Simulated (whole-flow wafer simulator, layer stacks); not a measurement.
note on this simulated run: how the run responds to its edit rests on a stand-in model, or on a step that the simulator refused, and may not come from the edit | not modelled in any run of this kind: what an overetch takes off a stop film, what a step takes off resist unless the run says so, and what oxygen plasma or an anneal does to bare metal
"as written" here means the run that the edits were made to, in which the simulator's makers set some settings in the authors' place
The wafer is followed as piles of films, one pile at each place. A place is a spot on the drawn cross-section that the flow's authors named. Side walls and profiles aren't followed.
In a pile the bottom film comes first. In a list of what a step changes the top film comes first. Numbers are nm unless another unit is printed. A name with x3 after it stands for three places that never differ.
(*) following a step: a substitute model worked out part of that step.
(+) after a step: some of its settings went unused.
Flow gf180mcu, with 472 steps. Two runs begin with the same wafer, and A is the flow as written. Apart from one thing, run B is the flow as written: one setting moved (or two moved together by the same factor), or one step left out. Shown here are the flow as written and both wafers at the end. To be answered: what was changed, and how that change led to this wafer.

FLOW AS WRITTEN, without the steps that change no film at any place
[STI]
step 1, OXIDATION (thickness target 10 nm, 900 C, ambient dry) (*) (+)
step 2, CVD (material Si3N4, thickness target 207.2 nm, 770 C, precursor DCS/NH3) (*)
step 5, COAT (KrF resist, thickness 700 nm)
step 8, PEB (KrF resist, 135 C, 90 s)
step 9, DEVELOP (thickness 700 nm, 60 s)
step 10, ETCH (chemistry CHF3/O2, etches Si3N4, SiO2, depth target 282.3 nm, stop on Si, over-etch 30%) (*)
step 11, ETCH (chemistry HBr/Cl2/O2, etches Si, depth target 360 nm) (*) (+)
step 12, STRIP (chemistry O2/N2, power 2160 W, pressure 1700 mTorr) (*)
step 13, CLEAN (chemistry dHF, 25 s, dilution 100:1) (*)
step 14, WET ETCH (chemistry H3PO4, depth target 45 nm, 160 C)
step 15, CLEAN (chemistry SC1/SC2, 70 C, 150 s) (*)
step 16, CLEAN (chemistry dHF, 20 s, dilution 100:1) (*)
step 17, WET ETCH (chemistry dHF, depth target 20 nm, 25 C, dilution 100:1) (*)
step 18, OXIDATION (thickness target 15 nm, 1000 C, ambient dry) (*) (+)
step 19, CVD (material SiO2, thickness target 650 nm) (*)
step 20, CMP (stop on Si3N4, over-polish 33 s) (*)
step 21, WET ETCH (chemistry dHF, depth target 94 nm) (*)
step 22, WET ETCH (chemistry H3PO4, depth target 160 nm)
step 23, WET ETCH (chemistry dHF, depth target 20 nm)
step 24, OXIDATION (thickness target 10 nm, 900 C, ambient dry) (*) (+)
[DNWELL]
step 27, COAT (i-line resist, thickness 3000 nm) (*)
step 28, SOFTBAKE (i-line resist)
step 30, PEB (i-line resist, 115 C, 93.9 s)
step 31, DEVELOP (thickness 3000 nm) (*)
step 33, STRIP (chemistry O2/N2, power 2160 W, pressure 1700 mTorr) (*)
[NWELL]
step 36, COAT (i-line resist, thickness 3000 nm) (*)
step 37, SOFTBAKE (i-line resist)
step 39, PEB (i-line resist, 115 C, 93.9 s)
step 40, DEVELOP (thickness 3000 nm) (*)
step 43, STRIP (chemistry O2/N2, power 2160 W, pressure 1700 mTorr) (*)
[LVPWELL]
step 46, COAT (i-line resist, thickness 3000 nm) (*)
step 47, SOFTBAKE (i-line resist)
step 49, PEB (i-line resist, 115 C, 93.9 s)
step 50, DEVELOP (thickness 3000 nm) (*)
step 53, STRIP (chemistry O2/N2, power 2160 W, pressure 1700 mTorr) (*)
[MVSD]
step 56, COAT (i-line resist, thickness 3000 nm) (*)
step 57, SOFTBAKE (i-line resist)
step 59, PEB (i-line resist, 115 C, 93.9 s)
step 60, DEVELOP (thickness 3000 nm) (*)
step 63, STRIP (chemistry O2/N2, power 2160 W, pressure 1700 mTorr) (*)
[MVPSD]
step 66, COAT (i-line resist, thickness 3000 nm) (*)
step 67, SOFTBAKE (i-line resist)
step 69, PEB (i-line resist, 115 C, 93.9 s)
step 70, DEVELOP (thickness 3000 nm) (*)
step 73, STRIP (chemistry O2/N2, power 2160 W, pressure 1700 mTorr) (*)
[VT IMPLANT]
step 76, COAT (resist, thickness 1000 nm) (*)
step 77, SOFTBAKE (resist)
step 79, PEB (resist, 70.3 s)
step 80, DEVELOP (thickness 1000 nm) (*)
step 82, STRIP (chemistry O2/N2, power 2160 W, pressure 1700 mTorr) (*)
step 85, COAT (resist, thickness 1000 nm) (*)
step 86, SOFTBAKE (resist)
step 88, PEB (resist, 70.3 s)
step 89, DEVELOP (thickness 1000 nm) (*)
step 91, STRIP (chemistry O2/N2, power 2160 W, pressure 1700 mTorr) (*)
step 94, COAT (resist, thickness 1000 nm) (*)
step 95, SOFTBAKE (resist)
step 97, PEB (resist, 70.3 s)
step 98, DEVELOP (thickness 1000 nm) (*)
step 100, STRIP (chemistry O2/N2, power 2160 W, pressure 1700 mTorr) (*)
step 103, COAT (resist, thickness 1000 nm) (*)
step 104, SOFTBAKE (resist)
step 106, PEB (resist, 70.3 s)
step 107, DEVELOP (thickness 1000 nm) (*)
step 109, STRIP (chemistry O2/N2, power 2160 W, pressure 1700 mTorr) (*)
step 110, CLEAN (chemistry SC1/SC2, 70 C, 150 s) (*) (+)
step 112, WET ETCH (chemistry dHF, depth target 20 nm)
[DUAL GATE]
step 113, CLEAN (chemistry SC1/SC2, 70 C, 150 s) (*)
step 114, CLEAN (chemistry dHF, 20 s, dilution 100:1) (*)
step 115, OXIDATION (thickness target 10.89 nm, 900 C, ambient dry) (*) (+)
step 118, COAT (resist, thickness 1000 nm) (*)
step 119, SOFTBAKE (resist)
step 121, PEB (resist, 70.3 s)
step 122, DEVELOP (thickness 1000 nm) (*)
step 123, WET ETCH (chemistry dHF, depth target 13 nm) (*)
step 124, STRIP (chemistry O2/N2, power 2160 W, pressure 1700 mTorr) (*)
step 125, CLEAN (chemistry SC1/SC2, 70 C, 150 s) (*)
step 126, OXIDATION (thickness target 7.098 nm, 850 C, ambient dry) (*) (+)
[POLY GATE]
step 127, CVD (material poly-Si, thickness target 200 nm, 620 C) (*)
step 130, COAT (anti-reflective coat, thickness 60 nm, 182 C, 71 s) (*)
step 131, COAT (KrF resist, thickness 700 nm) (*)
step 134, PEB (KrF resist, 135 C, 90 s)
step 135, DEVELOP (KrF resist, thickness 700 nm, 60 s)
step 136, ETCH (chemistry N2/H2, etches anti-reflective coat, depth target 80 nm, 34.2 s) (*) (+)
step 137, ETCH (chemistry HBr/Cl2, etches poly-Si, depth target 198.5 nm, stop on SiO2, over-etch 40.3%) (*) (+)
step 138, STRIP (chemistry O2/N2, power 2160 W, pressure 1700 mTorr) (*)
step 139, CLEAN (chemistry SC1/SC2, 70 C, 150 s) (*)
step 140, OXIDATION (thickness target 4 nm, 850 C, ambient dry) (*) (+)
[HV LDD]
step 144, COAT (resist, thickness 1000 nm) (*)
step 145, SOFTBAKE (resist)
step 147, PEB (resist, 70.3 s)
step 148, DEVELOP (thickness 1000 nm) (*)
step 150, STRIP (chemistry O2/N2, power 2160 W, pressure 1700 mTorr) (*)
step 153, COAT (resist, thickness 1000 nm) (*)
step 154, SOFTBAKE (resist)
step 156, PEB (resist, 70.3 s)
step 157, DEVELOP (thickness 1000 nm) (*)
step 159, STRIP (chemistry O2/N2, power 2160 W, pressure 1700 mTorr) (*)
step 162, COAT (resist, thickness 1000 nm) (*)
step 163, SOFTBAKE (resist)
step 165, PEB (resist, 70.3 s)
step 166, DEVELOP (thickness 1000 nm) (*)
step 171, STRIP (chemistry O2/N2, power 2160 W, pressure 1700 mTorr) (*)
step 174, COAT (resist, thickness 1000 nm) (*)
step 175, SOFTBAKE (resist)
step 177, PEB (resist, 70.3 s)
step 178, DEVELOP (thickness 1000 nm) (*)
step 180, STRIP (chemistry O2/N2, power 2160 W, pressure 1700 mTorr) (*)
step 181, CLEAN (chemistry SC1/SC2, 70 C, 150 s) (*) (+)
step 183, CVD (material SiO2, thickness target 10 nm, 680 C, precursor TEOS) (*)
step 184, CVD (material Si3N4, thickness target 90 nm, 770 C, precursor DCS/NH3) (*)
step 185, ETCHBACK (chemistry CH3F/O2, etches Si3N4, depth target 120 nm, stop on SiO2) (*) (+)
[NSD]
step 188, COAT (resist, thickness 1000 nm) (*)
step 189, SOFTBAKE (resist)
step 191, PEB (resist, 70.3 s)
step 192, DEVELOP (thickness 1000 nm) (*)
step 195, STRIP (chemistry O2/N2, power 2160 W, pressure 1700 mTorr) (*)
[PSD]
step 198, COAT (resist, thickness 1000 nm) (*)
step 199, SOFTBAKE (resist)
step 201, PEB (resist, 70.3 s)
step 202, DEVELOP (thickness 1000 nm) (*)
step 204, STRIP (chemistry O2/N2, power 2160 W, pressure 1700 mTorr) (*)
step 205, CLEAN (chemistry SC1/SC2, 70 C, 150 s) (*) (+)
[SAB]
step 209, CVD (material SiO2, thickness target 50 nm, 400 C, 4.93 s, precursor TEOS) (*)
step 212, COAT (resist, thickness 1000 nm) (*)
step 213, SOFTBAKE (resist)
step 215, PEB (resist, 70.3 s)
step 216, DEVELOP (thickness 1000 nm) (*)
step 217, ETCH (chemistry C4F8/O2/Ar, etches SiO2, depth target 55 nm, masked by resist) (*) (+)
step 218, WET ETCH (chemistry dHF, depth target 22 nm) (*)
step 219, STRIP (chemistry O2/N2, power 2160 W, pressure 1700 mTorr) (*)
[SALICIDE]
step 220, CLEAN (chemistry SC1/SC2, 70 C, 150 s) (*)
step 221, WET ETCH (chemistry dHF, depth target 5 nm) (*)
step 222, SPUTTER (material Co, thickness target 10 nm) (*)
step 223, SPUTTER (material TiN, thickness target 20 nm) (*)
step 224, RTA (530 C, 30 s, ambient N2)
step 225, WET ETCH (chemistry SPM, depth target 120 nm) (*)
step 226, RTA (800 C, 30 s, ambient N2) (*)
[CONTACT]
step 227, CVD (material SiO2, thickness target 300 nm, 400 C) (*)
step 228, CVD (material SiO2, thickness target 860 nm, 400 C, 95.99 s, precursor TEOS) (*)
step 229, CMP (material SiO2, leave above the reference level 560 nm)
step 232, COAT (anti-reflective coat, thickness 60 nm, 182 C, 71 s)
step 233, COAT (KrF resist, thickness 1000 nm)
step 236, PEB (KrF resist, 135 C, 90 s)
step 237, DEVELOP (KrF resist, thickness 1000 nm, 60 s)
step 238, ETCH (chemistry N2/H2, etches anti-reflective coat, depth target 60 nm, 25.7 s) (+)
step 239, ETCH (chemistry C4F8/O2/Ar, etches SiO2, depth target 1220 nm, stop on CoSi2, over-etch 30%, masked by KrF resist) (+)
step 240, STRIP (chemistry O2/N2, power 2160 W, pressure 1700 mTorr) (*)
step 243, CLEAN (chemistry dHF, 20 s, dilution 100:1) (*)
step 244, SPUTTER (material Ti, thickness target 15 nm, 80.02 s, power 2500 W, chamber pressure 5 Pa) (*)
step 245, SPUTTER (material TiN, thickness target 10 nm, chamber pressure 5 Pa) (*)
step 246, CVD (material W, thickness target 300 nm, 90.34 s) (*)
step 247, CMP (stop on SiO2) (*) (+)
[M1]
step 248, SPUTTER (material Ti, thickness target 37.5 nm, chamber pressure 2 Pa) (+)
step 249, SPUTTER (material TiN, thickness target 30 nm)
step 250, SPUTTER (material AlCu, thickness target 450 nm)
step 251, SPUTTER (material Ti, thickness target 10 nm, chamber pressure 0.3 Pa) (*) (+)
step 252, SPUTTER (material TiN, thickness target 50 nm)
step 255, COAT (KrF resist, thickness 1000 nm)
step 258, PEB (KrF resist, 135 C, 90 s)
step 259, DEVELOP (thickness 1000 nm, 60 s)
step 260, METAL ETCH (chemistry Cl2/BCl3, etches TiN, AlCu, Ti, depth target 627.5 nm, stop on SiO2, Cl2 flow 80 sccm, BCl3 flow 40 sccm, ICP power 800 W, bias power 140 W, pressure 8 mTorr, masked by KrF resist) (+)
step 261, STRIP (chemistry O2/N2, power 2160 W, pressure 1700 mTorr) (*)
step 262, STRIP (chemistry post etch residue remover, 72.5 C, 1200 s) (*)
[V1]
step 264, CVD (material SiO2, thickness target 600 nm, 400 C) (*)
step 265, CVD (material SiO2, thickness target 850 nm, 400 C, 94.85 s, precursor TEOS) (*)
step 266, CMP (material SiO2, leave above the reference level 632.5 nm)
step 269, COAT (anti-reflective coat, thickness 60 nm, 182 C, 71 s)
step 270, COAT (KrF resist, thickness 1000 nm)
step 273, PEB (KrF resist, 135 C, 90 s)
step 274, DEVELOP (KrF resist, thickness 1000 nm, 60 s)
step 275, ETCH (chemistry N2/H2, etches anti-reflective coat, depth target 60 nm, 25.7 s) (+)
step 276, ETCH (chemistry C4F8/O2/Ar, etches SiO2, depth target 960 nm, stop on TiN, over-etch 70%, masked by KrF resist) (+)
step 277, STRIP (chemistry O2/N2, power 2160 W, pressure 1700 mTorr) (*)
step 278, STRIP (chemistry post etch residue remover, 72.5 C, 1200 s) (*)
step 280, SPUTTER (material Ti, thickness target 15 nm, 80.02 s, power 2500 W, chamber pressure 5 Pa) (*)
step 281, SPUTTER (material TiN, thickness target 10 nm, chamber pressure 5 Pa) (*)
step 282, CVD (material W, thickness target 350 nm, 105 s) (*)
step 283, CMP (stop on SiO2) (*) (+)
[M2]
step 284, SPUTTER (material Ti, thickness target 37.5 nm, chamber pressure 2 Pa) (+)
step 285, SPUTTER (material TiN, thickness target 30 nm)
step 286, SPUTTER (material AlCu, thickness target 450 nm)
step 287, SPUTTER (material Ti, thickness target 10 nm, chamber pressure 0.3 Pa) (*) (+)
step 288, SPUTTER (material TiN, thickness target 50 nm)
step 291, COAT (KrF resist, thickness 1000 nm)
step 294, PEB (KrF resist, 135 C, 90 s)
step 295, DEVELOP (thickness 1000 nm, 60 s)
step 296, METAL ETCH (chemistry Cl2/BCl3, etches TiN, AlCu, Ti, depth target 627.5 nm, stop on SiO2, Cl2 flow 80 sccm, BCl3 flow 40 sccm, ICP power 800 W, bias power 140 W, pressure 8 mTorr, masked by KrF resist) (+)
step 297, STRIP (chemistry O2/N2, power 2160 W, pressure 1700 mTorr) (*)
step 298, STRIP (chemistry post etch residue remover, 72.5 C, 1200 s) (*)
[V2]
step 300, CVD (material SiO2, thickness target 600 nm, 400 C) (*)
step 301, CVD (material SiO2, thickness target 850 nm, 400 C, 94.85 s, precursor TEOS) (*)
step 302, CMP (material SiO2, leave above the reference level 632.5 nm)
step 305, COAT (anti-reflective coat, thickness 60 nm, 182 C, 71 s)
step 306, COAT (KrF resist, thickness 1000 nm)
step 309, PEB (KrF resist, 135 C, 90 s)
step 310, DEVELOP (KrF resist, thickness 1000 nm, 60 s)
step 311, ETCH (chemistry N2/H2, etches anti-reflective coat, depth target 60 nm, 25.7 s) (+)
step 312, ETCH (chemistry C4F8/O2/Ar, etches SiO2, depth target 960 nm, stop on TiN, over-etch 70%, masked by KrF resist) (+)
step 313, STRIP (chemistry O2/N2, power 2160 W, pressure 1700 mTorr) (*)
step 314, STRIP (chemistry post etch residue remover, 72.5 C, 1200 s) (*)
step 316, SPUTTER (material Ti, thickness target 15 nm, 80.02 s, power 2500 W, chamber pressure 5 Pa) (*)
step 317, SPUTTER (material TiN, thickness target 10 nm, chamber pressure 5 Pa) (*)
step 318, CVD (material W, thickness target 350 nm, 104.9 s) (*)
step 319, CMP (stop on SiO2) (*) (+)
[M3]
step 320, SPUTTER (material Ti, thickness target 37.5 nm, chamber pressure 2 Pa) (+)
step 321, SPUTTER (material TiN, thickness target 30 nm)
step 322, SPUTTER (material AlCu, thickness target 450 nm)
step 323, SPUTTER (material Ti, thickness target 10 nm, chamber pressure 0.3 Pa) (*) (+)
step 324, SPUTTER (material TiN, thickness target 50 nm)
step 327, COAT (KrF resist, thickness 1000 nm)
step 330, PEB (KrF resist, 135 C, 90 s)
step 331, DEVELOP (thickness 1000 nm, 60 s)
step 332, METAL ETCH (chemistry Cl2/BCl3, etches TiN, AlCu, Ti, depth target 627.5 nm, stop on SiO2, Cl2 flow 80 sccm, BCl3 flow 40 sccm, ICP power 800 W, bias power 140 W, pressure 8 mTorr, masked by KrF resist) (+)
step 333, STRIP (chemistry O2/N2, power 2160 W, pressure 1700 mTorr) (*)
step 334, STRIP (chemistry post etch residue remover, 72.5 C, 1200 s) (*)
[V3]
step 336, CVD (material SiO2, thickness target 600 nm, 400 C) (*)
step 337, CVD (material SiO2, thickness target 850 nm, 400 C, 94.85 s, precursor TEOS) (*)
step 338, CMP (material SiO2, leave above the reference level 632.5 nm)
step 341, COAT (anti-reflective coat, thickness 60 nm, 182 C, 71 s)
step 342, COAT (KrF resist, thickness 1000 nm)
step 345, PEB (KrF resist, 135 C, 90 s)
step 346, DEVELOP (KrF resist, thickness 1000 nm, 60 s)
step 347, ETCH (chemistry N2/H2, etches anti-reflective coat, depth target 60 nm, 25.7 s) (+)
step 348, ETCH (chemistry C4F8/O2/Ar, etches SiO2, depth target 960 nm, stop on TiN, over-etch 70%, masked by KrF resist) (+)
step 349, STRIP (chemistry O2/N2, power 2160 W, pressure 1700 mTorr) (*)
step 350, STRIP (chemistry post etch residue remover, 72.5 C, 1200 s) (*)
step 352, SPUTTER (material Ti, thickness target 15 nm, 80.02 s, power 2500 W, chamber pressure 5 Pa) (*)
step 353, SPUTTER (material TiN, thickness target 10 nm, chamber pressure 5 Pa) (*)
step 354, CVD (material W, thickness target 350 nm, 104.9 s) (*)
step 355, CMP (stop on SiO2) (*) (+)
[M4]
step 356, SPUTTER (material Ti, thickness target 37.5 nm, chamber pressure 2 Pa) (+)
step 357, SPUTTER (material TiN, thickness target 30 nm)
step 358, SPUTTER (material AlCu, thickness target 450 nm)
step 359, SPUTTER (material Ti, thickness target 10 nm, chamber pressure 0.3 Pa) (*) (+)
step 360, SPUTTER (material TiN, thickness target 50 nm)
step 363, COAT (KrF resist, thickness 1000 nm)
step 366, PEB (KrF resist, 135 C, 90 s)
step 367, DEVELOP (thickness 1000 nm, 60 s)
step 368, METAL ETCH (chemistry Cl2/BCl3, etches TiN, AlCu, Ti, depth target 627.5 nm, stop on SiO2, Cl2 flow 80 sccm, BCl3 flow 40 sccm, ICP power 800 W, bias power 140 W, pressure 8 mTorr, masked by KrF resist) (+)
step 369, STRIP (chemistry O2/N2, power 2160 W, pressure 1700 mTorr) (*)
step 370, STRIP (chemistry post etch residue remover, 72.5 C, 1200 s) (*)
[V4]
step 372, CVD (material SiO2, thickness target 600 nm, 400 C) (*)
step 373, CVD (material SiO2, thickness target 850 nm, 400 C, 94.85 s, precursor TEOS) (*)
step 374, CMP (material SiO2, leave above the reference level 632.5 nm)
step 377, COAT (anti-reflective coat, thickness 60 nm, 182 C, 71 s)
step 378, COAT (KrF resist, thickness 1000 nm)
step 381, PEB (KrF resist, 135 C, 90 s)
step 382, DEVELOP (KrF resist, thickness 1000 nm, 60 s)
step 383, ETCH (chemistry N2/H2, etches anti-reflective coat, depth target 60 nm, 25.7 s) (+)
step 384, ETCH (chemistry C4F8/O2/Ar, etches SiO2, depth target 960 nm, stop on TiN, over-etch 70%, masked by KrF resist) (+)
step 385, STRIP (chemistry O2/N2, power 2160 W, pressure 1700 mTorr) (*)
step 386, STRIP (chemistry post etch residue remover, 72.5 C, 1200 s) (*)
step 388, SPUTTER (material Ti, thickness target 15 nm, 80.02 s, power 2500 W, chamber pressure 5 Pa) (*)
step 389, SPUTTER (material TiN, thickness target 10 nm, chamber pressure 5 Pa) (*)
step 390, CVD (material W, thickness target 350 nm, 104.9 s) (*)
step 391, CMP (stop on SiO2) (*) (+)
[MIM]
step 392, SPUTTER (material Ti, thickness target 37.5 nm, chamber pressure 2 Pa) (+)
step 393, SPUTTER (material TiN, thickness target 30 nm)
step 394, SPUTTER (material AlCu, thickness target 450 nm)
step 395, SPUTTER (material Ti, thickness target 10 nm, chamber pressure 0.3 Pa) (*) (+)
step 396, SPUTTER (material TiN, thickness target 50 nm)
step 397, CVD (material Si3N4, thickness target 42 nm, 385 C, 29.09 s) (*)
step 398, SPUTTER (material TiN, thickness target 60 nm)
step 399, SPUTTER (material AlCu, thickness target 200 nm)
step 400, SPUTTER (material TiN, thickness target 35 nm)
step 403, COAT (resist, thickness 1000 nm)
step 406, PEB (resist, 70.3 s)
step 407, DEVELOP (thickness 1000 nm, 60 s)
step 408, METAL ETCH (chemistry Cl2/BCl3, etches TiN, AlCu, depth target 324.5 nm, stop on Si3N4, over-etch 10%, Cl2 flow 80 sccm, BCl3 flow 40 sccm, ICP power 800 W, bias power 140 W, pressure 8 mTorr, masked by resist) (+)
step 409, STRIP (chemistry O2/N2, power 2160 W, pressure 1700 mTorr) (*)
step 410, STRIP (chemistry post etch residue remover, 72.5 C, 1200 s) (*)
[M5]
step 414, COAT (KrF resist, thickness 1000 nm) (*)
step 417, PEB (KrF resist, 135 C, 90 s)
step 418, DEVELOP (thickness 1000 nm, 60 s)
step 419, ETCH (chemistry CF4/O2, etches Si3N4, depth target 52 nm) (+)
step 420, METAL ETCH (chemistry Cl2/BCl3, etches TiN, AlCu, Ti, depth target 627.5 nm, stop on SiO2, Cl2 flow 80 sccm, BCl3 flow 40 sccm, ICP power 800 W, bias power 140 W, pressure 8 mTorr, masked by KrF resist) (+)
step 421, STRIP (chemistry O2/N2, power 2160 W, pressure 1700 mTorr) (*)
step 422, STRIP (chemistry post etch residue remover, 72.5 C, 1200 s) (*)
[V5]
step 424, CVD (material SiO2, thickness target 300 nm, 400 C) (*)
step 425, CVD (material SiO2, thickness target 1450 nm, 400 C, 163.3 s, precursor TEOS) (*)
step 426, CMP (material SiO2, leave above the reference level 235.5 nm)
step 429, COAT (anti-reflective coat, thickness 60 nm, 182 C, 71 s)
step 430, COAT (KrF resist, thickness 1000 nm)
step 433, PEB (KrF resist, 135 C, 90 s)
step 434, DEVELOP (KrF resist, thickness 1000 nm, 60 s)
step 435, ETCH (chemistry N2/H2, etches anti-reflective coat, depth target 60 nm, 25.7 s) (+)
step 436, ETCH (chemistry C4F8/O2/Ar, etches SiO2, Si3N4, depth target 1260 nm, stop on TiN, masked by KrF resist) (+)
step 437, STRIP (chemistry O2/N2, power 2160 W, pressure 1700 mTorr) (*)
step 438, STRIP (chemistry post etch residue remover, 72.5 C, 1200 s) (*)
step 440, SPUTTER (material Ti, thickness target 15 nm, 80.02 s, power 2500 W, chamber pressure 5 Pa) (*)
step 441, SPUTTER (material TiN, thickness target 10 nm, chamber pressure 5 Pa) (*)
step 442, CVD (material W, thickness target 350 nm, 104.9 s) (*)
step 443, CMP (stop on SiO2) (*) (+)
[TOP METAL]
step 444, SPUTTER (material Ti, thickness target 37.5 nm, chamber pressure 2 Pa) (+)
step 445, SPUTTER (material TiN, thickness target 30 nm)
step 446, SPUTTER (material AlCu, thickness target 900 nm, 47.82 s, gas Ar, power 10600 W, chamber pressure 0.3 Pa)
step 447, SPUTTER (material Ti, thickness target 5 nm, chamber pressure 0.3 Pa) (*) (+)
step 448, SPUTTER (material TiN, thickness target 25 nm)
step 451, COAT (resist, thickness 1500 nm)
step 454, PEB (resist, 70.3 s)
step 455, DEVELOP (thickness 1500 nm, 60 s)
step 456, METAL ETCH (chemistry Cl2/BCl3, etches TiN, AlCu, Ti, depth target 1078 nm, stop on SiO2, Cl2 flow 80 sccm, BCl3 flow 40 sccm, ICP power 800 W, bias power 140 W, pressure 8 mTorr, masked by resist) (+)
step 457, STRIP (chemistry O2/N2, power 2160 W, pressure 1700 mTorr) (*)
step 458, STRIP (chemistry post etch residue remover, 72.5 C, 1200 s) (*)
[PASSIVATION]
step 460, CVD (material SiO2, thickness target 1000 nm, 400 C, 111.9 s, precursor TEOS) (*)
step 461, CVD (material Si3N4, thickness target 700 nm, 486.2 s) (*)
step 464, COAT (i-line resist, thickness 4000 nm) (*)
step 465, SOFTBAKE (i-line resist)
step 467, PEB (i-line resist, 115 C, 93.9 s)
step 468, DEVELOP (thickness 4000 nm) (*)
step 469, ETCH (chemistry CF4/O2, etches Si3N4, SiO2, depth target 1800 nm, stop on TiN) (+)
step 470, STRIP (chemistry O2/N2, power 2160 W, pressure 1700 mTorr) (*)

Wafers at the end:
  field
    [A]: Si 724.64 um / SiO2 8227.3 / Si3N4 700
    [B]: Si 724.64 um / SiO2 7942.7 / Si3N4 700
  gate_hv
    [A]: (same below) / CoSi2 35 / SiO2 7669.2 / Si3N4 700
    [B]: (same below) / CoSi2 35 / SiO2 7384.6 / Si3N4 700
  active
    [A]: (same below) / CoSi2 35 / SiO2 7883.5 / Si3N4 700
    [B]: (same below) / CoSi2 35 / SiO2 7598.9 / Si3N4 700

The reason: step 374, CMP: leave above the reference level 347.9 nm was run, though the flow has leave above the reference level 632.5 nm.

The path from the change to this, step by step:
  step 374, CMP (material SiO2, leave above the reference level 632.5 nm)
      field, field__w1, field__w2 and 103 more: A SiO2 loses 300 | B SiO2 loses 584.6
      field__w8, contact, m1, m1__w1, m1_nw: A SiO2 loses 877.1 | B SiO2 loses 1161.7
  step 384, ETCH (chemistry C4F8/O2/Ar, etches SiO2, depth target 960 nm, stop on TiN, over-etch 70%, masked by KrF resist) (+)
      field, field__w1, field__w2 and 107 more: A KrF resist loses 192 | B KrF resist loses 97.9
      contact: A SiO2 loses 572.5 (all of it) | B SiO2 loses 287.9 (all of it)
  step 385, STRIP (chemistry O2/N2, power 2160 W, pressure 1700 mTorr) (*)
      field, field__w1, field__w2 and 107 more: A KrF resist loses 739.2 (all of it), anti-reflective coat loses 60 (all of it) | B KrF resist loses 833.3 (all of it), anti-reflective coat loses 60 (all of it)
  step 388, SPUTTER (material Ti, thickness target 15 nm, 80.02 s, power 2500 W, chamber pressure 5 Pa) (*)
      contact: A Ti gains 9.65 (new film) | B Ti gains 11.5 (new film)
  step 389, SPUTTER (material TiN, thickness target 10 nm, chamber pressure 5 Pa) (*)
      contact: A TiN gains 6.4 (new film) | B TiN gains 7.65 (new film)
  step 390, CVD (material W, thickness target 350 nm, 104.9 s) (*)
      contact: A W gains 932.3 (new film) | B W gains 644.6 (new film)
